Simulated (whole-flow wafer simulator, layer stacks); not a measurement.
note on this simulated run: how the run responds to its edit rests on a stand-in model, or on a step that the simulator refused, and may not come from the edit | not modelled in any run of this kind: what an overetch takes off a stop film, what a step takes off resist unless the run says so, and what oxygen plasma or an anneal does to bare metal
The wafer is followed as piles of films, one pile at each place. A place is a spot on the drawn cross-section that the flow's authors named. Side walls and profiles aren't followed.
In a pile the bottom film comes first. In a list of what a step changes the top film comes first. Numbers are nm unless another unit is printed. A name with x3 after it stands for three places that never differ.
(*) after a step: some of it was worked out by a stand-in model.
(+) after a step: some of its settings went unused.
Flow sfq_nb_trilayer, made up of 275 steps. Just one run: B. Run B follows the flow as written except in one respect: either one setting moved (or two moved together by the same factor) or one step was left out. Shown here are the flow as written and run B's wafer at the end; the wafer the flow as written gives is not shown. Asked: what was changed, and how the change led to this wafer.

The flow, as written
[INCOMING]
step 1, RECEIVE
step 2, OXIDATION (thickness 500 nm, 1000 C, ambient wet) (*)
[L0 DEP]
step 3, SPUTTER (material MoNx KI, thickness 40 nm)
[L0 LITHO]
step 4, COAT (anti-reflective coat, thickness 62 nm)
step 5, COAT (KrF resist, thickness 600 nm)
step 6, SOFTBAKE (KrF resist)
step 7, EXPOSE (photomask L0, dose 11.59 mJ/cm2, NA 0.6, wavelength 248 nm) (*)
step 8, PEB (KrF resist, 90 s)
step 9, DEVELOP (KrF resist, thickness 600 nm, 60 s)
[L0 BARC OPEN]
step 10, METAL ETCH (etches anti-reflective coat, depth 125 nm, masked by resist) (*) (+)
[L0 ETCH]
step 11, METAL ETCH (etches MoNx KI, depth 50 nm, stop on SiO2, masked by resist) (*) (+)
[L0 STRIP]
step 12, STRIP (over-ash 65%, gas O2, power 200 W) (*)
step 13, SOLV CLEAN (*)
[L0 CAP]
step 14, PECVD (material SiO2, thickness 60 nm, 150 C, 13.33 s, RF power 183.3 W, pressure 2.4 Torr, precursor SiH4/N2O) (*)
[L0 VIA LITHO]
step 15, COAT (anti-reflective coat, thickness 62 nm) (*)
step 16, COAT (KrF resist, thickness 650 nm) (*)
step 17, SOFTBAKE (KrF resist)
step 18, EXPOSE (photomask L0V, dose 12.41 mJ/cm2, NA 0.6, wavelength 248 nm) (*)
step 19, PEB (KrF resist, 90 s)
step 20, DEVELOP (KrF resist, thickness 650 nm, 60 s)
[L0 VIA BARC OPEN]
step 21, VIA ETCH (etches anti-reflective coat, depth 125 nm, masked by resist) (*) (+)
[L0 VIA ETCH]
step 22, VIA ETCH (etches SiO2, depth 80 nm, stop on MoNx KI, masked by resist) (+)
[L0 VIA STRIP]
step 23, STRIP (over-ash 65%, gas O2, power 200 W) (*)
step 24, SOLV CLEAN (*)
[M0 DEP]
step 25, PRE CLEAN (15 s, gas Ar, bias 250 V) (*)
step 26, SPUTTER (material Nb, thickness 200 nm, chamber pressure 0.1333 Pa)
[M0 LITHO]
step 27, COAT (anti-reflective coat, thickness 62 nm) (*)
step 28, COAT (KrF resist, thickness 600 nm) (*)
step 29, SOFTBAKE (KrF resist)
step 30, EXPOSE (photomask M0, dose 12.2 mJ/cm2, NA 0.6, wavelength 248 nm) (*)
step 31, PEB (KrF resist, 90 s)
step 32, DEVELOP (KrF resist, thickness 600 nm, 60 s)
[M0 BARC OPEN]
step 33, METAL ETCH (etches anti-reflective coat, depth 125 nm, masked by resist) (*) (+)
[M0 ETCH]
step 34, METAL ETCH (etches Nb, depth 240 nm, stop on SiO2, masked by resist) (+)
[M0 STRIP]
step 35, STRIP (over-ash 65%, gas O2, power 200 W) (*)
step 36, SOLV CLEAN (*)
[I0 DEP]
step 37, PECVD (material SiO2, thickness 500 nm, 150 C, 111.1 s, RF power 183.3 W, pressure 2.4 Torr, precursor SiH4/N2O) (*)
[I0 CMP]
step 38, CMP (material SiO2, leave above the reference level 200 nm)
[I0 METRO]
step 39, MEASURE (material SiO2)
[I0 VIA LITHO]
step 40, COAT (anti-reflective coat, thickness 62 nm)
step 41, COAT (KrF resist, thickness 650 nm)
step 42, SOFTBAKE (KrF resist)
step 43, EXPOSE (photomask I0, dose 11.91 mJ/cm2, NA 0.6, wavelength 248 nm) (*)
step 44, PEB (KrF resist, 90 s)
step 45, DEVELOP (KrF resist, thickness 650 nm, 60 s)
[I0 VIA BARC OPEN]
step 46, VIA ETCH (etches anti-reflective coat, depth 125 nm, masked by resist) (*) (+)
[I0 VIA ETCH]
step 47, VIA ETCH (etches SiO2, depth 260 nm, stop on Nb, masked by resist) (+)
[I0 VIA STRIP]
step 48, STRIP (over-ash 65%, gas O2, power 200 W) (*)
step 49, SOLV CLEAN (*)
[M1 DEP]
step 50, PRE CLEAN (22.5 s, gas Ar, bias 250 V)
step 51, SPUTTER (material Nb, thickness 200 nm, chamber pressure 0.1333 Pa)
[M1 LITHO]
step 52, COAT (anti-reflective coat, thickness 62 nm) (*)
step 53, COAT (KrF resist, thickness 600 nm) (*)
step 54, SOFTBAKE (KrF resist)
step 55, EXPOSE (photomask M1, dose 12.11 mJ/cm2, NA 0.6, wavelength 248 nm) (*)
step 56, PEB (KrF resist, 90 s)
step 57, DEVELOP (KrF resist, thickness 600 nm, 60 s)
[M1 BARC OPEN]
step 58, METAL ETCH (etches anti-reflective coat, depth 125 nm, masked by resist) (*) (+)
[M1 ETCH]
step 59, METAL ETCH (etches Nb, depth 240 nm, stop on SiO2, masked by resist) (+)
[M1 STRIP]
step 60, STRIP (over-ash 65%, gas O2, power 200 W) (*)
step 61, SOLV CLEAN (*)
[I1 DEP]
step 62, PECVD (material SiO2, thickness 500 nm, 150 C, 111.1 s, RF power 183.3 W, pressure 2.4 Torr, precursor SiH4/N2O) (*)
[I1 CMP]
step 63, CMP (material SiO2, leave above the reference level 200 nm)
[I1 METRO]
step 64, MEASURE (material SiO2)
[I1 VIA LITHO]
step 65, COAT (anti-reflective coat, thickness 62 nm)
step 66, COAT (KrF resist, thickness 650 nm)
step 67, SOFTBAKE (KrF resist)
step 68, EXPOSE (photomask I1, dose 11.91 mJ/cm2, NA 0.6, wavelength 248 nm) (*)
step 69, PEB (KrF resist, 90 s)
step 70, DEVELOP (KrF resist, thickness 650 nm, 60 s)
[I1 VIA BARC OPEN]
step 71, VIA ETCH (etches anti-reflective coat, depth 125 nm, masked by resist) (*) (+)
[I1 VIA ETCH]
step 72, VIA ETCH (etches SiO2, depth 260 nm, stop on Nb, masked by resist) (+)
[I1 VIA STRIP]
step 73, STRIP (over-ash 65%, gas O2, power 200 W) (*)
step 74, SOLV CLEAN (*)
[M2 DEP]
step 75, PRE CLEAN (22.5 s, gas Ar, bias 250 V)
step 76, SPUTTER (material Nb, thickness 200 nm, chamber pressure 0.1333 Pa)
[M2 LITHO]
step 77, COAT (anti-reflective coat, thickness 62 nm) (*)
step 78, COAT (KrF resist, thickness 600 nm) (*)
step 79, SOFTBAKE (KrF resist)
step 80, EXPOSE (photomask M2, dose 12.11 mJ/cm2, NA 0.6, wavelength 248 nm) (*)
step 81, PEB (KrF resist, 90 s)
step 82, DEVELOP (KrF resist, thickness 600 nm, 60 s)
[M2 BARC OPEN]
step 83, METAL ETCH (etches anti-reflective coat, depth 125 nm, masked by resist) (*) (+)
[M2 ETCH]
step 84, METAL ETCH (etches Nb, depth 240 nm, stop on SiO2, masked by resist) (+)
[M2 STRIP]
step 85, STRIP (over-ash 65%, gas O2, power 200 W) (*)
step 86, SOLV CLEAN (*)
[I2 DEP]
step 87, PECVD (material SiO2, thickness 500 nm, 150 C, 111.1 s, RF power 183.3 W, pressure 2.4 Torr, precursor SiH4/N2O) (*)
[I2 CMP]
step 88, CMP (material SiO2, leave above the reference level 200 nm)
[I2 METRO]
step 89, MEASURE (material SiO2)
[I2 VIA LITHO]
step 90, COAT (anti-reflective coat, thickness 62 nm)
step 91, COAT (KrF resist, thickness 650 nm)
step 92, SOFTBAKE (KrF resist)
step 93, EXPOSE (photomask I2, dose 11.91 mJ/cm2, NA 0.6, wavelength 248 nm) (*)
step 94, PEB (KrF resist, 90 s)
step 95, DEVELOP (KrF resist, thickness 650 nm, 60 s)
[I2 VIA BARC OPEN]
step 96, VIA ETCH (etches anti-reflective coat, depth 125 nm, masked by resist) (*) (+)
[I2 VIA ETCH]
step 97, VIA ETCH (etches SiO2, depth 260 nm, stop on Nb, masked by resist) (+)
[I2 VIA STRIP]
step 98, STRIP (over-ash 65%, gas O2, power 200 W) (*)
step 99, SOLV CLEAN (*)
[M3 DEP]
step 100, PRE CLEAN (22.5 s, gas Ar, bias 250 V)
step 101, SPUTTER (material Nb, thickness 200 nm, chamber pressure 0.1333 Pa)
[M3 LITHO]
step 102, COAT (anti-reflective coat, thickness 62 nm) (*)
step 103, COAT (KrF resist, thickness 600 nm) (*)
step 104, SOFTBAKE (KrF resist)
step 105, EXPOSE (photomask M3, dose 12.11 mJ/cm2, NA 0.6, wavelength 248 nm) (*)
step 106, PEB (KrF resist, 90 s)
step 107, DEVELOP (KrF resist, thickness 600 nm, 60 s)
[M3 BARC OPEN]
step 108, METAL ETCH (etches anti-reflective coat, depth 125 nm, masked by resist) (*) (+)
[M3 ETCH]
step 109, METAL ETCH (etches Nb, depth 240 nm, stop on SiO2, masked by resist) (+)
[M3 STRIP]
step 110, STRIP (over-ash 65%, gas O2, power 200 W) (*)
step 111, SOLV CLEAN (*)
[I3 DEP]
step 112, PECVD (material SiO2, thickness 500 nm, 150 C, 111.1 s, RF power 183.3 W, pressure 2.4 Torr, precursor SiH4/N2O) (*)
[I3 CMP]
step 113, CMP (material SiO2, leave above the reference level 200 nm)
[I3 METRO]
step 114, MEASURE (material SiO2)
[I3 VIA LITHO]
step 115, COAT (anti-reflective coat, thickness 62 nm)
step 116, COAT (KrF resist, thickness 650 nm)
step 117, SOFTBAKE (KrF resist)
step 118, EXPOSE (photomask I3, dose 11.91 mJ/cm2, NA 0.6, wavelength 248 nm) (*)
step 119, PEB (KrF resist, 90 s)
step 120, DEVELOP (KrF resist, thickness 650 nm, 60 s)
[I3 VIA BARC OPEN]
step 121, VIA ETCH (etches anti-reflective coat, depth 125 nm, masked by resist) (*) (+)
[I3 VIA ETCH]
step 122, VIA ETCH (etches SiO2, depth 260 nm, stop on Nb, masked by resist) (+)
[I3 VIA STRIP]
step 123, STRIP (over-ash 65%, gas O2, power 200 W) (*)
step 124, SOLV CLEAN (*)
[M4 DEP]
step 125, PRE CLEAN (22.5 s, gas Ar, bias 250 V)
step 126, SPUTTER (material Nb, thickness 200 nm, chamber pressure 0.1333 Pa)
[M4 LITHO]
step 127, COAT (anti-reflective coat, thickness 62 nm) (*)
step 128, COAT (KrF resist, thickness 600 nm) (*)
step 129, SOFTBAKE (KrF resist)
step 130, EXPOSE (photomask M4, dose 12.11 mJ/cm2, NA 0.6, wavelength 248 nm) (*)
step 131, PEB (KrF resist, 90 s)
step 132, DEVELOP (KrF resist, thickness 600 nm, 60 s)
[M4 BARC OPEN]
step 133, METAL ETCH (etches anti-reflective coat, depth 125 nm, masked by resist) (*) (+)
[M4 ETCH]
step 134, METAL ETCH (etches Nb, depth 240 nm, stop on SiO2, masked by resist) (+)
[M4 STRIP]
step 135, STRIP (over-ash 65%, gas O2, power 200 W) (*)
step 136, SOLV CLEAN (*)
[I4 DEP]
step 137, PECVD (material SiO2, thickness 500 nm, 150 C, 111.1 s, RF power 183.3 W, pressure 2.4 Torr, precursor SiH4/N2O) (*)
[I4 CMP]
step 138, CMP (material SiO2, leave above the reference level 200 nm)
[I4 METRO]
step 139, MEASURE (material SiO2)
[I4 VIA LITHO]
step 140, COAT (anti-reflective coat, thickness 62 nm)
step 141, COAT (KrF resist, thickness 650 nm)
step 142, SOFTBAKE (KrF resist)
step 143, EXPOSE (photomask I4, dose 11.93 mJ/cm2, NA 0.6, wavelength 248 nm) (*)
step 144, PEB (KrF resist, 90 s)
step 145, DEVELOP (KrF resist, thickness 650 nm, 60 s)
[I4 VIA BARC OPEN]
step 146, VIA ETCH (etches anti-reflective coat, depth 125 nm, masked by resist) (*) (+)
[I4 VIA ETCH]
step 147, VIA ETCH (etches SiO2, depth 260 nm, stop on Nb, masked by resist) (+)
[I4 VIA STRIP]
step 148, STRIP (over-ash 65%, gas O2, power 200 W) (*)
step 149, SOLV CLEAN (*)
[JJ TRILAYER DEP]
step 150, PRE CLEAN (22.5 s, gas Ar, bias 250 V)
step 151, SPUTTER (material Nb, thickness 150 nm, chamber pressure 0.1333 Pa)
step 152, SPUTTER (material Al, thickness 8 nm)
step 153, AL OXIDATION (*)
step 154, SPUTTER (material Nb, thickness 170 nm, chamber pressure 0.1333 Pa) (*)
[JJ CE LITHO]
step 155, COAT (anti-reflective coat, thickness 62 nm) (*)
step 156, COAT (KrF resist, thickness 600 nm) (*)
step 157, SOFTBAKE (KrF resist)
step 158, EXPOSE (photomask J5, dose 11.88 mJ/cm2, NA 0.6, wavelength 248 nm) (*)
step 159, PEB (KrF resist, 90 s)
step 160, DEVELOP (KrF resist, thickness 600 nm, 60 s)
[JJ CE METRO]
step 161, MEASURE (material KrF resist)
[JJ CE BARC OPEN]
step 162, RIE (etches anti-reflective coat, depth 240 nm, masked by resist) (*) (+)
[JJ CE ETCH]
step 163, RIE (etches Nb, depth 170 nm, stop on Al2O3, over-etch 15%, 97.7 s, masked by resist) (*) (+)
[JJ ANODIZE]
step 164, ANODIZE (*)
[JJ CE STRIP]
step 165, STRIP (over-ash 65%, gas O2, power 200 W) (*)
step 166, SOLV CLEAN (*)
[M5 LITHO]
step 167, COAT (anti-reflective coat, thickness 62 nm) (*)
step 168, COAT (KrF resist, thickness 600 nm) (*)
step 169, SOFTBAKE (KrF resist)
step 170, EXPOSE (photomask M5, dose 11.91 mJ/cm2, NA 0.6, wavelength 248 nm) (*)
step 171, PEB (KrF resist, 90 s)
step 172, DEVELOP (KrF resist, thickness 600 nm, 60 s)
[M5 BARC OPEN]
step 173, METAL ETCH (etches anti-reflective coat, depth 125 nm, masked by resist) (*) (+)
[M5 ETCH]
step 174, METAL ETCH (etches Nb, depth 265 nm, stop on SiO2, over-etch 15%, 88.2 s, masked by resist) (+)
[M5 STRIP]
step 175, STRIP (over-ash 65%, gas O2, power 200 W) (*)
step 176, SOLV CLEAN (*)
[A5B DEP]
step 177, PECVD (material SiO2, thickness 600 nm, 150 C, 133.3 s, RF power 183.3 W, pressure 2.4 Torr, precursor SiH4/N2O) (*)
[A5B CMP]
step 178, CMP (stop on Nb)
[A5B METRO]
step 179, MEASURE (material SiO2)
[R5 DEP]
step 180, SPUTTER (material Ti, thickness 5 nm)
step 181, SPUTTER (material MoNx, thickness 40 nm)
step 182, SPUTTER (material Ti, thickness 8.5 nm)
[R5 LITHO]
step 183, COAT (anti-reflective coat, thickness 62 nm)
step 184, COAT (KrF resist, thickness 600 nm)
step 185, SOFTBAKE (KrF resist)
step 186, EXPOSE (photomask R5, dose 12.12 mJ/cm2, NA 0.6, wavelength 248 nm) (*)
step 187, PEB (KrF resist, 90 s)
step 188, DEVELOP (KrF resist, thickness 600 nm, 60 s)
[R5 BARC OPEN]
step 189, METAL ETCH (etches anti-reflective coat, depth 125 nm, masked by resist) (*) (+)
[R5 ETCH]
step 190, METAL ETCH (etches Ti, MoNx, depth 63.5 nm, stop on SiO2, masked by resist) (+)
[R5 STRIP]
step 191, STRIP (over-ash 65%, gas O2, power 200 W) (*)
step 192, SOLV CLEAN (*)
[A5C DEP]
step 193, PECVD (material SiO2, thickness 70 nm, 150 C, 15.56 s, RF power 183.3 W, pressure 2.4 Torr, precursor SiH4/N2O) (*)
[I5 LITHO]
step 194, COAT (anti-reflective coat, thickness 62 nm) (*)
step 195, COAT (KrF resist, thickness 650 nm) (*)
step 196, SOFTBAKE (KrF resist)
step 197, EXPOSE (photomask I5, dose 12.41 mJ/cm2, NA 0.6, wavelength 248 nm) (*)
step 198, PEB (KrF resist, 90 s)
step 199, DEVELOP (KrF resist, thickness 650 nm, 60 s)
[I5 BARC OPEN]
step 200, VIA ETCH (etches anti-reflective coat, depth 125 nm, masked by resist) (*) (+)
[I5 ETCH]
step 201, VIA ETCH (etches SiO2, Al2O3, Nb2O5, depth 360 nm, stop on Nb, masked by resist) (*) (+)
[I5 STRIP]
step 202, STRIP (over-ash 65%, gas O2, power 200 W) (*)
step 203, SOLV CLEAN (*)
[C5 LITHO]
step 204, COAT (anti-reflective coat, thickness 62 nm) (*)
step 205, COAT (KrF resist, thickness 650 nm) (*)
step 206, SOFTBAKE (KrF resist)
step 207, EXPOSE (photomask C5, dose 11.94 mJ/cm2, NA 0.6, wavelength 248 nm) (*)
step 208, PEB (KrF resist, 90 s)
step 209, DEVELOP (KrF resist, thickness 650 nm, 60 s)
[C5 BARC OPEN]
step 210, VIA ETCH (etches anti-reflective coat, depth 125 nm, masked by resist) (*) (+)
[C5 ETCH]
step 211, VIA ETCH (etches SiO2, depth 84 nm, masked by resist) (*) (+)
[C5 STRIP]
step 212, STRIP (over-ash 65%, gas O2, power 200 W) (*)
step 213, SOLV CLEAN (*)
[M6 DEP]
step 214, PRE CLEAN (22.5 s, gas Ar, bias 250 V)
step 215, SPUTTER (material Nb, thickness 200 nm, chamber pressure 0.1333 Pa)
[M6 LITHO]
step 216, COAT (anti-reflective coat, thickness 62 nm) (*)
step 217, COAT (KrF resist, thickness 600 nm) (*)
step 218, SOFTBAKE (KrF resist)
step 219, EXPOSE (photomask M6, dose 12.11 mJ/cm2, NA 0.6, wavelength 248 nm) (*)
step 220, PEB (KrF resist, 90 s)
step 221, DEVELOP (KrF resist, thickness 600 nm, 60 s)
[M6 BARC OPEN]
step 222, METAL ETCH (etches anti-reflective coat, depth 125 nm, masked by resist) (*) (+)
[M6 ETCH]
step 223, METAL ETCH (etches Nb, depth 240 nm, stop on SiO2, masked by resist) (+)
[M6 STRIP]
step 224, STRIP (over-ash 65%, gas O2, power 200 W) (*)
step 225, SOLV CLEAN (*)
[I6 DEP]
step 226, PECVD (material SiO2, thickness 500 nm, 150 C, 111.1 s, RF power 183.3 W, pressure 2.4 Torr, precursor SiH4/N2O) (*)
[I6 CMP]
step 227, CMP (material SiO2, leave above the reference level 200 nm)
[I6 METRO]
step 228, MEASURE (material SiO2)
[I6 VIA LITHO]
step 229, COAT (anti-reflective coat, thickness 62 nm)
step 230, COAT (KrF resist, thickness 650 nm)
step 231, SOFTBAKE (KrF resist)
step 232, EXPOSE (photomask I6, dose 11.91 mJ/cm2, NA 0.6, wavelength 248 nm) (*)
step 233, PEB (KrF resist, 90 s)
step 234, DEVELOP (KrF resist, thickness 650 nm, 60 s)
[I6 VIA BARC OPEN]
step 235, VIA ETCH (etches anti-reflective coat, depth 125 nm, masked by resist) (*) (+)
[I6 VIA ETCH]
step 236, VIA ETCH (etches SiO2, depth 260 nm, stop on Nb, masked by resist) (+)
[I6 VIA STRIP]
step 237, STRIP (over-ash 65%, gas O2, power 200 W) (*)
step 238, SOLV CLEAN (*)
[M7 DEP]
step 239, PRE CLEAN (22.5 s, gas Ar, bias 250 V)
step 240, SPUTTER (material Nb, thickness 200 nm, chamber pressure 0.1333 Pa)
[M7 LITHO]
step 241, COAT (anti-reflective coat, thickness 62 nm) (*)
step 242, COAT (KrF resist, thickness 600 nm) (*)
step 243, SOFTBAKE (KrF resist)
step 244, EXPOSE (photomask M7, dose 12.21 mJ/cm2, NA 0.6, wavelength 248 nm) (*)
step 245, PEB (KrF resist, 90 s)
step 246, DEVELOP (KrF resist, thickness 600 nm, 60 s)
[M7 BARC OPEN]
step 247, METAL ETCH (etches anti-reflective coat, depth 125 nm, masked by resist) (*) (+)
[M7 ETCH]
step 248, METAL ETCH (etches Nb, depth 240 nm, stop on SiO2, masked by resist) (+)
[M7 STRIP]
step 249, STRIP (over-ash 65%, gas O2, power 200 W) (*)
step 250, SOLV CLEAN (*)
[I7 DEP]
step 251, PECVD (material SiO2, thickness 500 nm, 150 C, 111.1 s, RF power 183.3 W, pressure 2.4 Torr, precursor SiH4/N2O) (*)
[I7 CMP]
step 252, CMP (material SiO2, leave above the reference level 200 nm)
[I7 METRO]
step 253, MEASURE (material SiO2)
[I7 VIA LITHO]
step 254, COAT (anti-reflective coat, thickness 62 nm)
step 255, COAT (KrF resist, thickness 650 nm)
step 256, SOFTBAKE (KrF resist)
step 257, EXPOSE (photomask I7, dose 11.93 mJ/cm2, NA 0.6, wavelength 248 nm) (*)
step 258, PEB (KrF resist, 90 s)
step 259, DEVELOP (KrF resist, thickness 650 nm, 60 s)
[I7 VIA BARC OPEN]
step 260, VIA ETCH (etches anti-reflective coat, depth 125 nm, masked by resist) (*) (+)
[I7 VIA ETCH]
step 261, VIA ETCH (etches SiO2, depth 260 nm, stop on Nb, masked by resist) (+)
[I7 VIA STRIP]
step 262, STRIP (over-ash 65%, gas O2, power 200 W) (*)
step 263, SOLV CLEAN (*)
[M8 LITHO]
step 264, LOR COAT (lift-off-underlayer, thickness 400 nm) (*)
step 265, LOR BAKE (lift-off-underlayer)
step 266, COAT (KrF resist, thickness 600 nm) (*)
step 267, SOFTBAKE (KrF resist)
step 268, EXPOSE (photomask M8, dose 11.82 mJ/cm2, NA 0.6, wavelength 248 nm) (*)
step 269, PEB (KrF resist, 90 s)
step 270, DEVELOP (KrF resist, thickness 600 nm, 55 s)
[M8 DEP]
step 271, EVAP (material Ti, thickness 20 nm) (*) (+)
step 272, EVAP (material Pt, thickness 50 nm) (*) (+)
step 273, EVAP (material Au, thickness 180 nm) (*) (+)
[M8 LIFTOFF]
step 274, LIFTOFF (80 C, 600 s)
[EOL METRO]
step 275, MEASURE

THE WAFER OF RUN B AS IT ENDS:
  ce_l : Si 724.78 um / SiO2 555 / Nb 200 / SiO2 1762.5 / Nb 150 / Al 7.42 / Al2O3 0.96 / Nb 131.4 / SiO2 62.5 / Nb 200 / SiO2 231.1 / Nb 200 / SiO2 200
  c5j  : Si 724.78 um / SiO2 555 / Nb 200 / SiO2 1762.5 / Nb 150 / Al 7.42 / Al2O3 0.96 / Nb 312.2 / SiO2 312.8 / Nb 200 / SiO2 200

The reason: step 190, METAL ETCH: depth 92.1 nm was run, whereas the flow has depth 63.5 nm.

Step by step, how the change led to this:
  step 190, METAL ETCH (etches Ti, MoNx, depth 63.5 nm, stop on SiO2, masked by resist) (+)
      be_r, r_sur, res, r_end, r5r_line_l, r5r_line_c, r5r_line_r: KrF resist loses 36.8 (as written it would have been: KrF resist loses 25.4)
      ce_l, c5j, ce_r, wl_jj: Ti loses 8.5 (all of it), MoNx loses 40 (all of it), Ti loses 5 (all of it), Nb loses 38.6 (as written it would have been: Ti loses 8.5 (all of it), MoNx loses 40 (all of it), Ti loses 5 (all of it), Nb loses 10)
  step 191, STRIP (over-ash 65%, gas O2, power 200 W) (*)
      be_r, r_sur, res, r_end, r5r_line_l, r5r_line_c, r5r_line_r: KrF resist loses 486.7 (all of it), anti-reflective coat loses 62 (all of it) (as written it would have been: KrF resist loses 498.2 (all of it), anti-reflective coat loses 62 (all of it))
  step 194, COAT (anti-reflective coat, thickness 62 nm) (*)
      wl_j_sl, wl_j_sr: anti-reflective coat gains 55.8 (new film) (as written it would have been: anti-reflective coat gains 60.2 (new film))
      jj_sur: anti-reflective coat gains 56.3 (new film) (as written it would have been: anti-reflective coat gains 60.8 (new film))
      (as well as at 5 more places)
  step 195, COAT (KrF resist, thickness 650 nm) (*)
      c5j: KrF resist gains 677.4 (new film) (as written it would have been: KrF resist gains 662.7 (new film))
      wl_jj: KrF resist gains 668.8 (new film) (as written it would have been: KrF resist gains 654.8 (new film))
  step 202, STRIP (over-ash 65%, gas O2, power 200 W) (*)
      wl_j_sl, wl_j_sr: KrF resist loses 333.2 (all of it), anti-reflective coat loses 55.8 (all of it) (as written it would have been: KrF resist loses 333.3 (all of it), anti-reflective coat loses 60.2 (all of it))
      jj_sur: KrF resist loses 337.5 (all of it), anti-reflective coat loses 56.3 (all of it) (as written it would have been: KrF resist loses 337.2 (all of it), anti-reflective coat loses 60.8 (all of it))
      (as well as at 5 more places)
  step 204, COAT (anti-reflective coat, thickness 62 nm) (*)
      wl_j_sl, wl_j_sr: anti-reflective coat gains 55.8 (new film) (as written it would have been: anti-reflective coat gains 60.2 (new film))
      jj_sur: anti-reflective coat gains 55.1 (new film) (as written it would have been: anti-reflective coat gains 59.5 (new film))
      (as well as at 5 more places)
  step 205, COAT (KrF resist, thickness 650 nm) (*)
      c5j: KrF resist gains 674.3 (new film) (as written it would have been: KrF resist gains 659.4 (new film))
      wl_jj: KrF resist gains 668.8 (new film) (as written it would have been: KrF resist gains 654.8 (new film))
  step 209, DEVELOP (KrF resist, thickness 650 nm, 60 s)
      c5j: KrF resist loses 672.8 (all of it) (as written it would have been: KrF resist loses 658.1 (all of it))
  step 210, VIA ETCH (etches anti-reflective coat, depth 125 nm, masked by resist) (*) (+)
      c5j: anti-reflective coat loses 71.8 (all of it), SiO2 loses 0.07 (as written it would have been: anti-reflective coat loses 63.9 (all of it), SiO2 loses 0.11)
  step 212, STRIP (over-ash 65%, gas O2, power 200 W) (*)
      wl_j_sl, wl_j_sr: KrF resist loses 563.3 (all of it), anti-reflective coat loses 55.8 (all of it) (as written it would have been: KrF resist loses 563.4 (all of it), anti-reflective coat loses 60.2 (all of it))
      jj_sur: KrF resist loses 562.1 (all of it), anti-reflective coat loses 55.1 (all of it) (as written it would have been: KrF resist loses 562 (all of it), anti-reflective coat loses 59.5 (all of it))
      (as well as at 4 more places)
  step 216, COAT (anti-reflective coat, thickness 62 nm) (*)
      wl_j_sl, wl_j_sr: anti-reflective coat gains 55.9 (new film) (as written it would have been: anti-reflective coat gains 60.2 (new film))
      jj_sur: anti-reflective coat gains 51.6 (new film) (as written it would have been: anti-reflective coat gains 56.1 (new film))
      (as well as at 5 more places)
  step 217, COAT (KrF resist, thickness 600 nm) (*)
      ce_l: KrF resist gains 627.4 (new film) (as written it would have been: KrF resist gains 614.7 (new film))
      c5j: KrF resist gains 650.8 (new film) (as written it would have been: KrF resist gains 636 (new film))
      (as well as at 2 more places)
  step 224, STRIP (over-ash 65%, gas O2, power 200 W) (*)
      wl_j_sl, wl_j_sr: KrF resist loses 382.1 (all of it), anti-reflective coat loses 55.9 (all of it) (as written it would have been: KrF resist loses 382.5 (all of it), anti-reflective coat loses 60.2 (all of it))
      jj_sur: KrF resist loses 378.3 (all of it), anti-reflective coat loses 51.6 (all of it) (as written it would have been: KrF resist loses 378.5 (all of it), anti-reflective coat loses 56.1 (all of it))
      (as well as at 5 more places)
  step 227, CMP (material SiO2, leave above the reference level 200 nm)
      ce_l, ce_r, wl_jj: SiO2 loses 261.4 (as written it would have been: SiO2 loses 290)
      c5j: SiO2 loses 194.4 (as written it would have been: SiO2 loses 223)
